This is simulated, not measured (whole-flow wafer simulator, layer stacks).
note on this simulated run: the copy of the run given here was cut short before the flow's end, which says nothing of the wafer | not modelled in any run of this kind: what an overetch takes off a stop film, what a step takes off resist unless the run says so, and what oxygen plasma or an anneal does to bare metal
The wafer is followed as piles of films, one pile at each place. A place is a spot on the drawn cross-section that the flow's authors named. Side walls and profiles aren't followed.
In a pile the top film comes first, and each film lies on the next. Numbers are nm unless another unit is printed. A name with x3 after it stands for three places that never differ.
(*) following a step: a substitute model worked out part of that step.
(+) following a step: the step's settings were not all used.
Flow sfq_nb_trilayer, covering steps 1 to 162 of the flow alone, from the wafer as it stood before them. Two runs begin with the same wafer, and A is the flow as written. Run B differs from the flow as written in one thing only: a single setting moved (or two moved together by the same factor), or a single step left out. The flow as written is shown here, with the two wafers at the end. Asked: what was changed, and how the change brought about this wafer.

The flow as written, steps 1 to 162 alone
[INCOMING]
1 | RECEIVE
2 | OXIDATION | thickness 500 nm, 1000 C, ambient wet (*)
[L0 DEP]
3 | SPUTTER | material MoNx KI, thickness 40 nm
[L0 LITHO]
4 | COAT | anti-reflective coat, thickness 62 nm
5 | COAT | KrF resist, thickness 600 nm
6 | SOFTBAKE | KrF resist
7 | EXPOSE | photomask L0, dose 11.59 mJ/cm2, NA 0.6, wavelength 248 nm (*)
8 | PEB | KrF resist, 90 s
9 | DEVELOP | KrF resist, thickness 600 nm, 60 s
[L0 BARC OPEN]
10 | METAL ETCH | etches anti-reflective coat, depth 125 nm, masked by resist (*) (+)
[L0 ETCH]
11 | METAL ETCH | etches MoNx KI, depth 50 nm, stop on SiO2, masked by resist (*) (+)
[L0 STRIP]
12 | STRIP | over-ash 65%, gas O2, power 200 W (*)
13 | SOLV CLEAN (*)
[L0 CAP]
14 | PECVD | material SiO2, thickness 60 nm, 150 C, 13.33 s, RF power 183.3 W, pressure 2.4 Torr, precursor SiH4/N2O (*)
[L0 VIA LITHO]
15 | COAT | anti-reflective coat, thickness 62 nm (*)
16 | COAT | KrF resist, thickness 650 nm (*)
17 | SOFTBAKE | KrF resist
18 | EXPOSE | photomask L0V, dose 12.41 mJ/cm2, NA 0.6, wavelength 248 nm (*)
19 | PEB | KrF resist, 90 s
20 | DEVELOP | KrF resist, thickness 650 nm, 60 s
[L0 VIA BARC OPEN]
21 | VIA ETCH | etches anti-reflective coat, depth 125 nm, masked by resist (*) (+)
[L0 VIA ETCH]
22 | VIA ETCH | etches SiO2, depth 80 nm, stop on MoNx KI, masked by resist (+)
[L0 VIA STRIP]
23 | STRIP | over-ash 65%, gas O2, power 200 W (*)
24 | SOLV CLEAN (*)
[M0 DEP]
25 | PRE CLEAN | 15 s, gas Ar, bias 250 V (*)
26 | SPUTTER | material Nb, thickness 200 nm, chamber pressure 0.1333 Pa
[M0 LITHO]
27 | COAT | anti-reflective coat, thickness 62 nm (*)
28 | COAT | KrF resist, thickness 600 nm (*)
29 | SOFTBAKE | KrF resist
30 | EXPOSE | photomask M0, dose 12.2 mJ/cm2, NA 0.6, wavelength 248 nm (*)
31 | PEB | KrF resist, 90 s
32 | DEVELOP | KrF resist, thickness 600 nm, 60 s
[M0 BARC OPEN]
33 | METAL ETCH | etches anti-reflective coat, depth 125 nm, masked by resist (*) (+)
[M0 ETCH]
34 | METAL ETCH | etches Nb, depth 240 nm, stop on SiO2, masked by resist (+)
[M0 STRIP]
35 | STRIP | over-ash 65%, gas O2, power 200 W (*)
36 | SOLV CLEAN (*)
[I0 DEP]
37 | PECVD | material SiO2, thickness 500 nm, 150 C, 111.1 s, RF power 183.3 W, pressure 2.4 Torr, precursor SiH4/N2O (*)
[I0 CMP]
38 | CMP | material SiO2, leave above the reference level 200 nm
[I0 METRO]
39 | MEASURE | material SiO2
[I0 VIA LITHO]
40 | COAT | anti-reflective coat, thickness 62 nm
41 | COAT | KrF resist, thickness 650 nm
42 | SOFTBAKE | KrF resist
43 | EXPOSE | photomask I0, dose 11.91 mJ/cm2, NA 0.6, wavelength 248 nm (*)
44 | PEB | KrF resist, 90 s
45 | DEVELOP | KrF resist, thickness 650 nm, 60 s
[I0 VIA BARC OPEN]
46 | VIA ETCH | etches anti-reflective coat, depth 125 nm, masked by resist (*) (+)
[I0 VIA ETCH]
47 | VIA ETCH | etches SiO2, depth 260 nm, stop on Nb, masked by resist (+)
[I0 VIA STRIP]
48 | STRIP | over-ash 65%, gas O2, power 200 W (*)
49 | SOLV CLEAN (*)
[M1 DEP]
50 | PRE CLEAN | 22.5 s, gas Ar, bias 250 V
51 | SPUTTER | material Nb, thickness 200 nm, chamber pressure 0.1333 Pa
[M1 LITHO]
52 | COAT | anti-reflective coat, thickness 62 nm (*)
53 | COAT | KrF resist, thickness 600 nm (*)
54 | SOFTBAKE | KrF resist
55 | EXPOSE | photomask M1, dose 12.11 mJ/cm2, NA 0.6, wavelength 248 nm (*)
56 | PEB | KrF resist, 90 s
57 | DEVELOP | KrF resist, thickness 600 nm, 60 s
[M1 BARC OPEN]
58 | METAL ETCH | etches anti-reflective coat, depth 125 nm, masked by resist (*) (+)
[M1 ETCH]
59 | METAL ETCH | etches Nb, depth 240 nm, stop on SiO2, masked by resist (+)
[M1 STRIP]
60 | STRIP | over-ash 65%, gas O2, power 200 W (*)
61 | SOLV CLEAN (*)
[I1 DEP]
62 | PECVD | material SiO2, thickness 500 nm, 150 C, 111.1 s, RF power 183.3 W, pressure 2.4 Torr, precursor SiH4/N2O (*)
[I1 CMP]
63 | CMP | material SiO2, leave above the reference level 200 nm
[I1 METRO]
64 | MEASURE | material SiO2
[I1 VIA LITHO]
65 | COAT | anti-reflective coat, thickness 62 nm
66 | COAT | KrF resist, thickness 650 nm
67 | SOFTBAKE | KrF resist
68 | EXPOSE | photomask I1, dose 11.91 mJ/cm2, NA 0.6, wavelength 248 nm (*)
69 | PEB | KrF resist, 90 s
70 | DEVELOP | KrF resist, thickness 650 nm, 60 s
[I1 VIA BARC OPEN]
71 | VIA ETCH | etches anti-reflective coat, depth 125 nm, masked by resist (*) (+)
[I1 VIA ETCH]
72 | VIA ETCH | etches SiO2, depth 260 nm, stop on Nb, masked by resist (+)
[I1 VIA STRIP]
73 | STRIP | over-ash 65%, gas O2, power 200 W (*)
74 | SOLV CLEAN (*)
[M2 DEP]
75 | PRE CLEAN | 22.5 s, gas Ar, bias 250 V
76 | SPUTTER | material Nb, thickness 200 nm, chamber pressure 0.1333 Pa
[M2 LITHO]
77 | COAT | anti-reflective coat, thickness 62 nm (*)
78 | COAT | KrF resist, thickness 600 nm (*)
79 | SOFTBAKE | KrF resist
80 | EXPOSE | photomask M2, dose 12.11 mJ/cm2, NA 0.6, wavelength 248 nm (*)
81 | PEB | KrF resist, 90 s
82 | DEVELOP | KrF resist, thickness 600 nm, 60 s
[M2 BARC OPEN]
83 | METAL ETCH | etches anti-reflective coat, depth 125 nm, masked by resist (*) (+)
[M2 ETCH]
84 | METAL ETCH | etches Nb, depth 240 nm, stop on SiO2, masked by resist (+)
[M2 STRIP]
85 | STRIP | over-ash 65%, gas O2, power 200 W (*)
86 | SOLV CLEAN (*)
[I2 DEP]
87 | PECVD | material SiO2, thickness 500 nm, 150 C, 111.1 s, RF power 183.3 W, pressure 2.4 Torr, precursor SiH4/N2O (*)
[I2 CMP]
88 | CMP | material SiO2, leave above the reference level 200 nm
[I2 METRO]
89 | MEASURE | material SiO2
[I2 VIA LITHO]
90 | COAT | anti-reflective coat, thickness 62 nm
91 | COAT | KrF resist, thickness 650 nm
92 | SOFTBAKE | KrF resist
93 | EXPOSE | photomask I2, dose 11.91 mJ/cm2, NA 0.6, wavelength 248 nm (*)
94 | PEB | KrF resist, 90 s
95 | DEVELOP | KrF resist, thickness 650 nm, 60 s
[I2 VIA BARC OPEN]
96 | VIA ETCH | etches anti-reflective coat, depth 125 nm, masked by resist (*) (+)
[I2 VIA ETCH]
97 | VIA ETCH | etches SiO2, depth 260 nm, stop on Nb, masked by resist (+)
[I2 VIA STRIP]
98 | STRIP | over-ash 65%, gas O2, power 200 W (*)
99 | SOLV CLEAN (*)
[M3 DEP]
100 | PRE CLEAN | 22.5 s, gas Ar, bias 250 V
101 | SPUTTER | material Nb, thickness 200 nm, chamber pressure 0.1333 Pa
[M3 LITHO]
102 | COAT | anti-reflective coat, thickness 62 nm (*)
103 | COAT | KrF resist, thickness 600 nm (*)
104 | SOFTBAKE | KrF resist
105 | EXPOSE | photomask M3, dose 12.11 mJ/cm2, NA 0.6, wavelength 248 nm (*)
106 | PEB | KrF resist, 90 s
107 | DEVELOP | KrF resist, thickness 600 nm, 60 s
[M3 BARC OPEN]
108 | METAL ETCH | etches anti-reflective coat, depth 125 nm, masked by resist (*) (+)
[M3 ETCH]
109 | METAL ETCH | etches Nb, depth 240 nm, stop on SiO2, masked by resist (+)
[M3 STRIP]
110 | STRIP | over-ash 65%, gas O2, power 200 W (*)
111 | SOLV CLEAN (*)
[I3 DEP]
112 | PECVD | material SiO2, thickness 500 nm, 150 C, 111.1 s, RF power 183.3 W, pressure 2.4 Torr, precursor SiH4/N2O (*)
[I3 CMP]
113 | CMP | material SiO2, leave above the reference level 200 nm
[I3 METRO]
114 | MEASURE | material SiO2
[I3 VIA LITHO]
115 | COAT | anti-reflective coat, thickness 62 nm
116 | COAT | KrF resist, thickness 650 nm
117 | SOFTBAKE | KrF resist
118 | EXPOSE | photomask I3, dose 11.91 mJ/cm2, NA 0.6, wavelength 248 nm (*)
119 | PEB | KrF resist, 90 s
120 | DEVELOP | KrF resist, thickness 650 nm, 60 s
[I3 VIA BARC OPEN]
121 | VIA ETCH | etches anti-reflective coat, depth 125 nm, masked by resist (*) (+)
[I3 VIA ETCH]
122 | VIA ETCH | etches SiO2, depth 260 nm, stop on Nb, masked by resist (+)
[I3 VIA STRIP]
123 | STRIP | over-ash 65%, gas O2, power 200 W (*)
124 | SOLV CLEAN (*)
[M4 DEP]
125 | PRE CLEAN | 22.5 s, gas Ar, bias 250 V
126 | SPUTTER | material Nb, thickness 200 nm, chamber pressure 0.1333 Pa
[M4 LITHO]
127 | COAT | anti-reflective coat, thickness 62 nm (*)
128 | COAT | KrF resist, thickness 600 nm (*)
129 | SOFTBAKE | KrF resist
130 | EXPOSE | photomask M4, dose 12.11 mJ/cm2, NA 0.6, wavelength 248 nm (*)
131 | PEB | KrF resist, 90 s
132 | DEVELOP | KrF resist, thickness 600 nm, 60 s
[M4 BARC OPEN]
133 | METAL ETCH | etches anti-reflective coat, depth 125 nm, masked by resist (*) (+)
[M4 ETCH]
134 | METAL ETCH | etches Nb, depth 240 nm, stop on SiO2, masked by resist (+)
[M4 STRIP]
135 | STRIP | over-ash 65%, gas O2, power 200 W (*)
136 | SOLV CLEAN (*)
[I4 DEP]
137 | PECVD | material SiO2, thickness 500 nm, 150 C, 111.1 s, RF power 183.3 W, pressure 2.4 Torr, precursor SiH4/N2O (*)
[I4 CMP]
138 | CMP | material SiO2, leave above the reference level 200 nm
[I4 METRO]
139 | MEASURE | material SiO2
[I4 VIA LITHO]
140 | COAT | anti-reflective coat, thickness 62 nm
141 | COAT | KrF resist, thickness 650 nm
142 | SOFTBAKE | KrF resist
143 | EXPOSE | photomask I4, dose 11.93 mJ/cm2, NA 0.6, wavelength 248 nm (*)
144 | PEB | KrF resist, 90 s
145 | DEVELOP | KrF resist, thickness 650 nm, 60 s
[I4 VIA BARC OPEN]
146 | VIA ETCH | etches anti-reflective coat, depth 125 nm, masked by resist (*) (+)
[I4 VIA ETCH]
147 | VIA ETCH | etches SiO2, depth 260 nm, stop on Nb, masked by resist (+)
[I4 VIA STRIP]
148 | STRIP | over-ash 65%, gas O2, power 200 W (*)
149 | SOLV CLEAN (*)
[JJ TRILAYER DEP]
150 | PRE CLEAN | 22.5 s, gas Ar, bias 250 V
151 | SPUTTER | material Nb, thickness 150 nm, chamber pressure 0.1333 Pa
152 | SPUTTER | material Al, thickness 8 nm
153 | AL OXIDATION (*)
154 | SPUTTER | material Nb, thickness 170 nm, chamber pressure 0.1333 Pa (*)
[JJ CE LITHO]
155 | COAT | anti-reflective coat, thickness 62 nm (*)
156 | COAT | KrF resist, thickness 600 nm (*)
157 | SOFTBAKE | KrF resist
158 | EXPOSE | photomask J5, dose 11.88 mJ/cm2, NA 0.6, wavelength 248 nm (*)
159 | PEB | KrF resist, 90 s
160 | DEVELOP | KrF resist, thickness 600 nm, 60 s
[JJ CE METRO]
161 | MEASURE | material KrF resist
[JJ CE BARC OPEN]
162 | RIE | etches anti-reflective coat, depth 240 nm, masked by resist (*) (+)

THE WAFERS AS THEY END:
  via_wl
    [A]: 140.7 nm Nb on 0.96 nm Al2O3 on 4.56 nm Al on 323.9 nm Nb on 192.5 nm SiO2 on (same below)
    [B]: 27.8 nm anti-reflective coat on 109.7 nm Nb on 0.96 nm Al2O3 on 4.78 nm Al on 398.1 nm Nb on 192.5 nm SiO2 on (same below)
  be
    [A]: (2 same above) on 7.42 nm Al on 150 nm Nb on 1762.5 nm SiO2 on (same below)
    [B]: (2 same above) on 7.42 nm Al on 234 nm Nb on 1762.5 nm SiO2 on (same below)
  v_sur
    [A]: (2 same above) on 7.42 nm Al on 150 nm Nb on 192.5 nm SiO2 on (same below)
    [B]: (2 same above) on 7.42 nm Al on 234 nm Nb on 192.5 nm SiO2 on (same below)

What caused this: step 151, SPUTTER: thickness 234 nm was run, whereas the flow has thickness 150 nm.
The wafer lets one read it off: be has Nb 234, and step 151 as written asks for 150 nm.

The path from the change to this, step by step:
  151 | SPUTTER | material Nb, thickness 150 nm, chamber pressure 0.1333 Pa
      field_l, v_sur, via_sp and 100 more: A Nb gains 150 (new film) | B Nb gains 234 (new film)
      via_wl, via_w, via_wr: A Nb gains 130.4 | B Nb gains 204.5
  154 | SPUTTER | material Nb, thickness 170 nm, chamber pressure 0.1333 Pa (*)
      via_wl, via_wr: A Nb gains 140.7 (new film) | B Nb gains 109.7 (new film)
      via_w: A Nb gains 141 (new film) | B Nb gains 155.2 (new film)
  155 | COAT | anti-reflective coat, thickness 62 nm (*)
      via_wl, via_wr: A anti-reflective coat gains 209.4 (new film) | B anti-reflective coat gains 267.8 (new film)
      via_w: A anti-reflective coat gains 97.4 (new film) | B anti-reflective coat gains 103.5 (new film)
  156 | COAT | KrF resist, thickness 600 nm (*)
      via_wl: A KrF resist gains 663 (new film) | B KrF resist gains 647.7 (new film)
      via_wr: A KrF resist gains 663.2 (new film) | B KrF resist gains 647.9 (new film)
  160 | DEVELOP | KrF resist, thickness 600 nm, 60 s
      via_wl: A KrF resist loses 661.6 (all of it) | B KrF resist loses 646.3 (all of it)
      via_wr: A KrF resist loses 661.8 (all of it) | B KrF resist loses 646.5 (all of it)
  162 | RIE | etches anti-reflective coat, depth 240 nm, masked by resist (*) (+)
      via_wl, via_wr: A anti-reflective coat loses 209.4 (all of it) | B anti-reflective coat loses 240
      ce_l, c5j, ce_r, wl_jj: A KrF resist loses 209.4 | B KrF resist loses 240
      (also at 1 further place)
